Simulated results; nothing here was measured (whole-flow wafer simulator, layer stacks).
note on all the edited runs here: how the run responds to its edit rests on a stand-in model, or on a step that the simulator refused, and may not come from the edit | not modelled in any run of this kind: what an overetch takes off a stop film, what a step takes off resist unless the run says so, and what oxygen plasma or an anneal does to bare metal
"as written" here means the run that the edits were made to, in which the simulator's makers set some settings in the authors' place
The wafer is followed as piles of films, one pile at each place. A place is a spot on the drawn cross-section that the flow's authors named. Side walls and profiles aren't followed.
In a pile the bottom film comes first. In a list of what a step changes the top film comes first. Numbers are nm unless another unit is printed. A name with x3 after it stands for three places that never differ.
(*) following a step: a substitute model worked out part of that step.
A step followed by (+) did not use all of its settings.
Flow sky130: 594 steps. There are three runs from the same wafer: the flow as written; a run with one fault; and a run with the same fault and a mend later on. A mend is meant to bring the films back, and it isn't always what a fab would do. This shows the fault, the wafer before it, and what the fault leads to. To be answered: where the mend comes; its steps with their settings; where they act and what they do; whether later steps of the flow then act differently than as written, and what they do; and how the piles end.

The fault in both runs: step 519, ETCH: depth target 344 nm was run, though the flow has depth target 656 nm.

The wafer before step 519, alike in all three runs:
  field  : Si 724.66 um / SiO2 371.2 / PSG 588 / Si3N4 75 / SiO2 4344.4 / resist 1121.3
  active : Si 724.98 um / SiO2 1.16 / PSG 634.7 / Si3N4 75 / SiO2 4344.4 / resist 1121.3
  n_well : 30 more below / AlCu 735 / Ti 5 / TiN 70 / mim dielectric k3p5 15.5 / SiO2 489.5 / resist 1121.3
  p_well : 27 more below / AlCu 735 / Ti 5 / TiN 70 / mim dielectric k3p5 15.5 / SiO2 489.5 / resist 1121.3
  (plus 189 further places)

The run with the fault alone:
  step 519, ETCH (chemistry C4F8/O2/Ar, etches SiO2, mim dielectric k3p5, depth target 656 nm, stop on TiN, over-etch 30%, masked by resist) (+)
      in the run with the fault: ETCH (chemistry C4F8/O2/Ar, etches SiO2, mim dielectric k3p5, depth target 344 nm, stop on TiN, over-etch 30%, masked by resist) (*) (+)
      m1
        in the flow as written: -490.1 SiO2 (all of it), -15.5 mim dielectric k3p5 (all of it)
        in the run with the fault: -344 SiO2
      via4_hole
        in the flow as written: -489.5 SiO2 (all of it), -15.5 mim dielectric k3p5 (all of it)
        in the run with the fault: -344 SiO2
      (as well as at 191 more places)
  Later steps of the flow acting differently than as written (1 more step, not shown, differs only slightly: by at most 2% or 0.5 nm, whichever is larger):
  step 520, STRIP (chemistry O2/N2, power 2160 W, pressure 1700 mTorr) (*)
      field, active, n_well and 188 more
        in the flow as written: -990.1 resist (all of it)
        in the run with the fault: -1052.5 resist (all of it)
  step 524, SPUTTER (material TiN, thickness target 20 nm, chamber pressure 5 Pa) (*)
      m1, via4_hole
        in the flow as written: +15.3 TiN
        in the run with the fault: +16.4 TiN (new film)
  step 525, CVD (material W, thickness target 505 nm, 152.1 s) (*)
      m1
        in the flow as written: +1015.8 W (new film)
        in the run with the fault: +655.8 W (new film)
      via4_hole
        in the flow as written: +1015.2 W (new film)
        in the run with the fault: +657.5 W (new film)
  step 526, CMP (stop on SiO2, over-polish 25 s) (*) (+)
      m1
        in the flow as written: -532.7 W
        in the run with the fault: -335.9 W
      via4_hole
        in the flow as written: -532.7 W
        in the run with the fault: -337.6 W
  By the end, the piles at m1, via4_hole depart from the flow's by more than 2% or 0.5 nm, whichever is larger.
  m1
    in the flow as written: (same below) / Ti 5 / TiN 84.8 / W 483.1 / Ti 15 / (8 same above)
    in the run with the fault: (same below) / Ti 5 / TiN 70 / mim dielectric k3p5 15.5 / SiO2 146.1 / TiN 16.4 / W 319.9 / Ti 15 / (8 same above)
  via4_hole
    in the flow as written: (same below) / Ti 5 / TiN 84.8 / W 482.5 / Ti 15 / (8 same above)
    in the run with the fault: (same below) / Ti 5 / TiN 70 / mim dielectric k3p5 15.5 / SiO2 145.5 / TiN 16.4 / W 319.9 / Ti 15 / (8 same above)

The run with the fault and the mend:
  After step 519 comes the mend.
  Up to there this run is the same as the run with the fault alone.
  step 519a, ETCH (chemistry C4F8/O2/Ar, etches SiO2, mim dielectric k3p5, depth target 312 nm, stop on TiN, over-etch 30%, masked by resist) (+) (a further turn of the flow's step 519, with different settings)
      field, active, n_well and 188 more
        -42 resist
      m1
        -146.1 SiO2 (all of it), -15.5 mim dielectric k3p5 (all of it)
      via4_hole
        -145.5 SiO2 (all of it), -15.5 mim dielectric k3p5 (all of it)
  Later steps of the flow acting differently than as written:
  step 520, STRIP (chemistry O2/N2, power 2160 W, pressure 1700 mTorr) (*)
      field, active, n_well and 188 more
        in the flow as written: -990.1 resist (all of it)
        in the run with the mend: -1010.5 resist (all of it)
  The piles end the same as the flow's at every place that both follow.
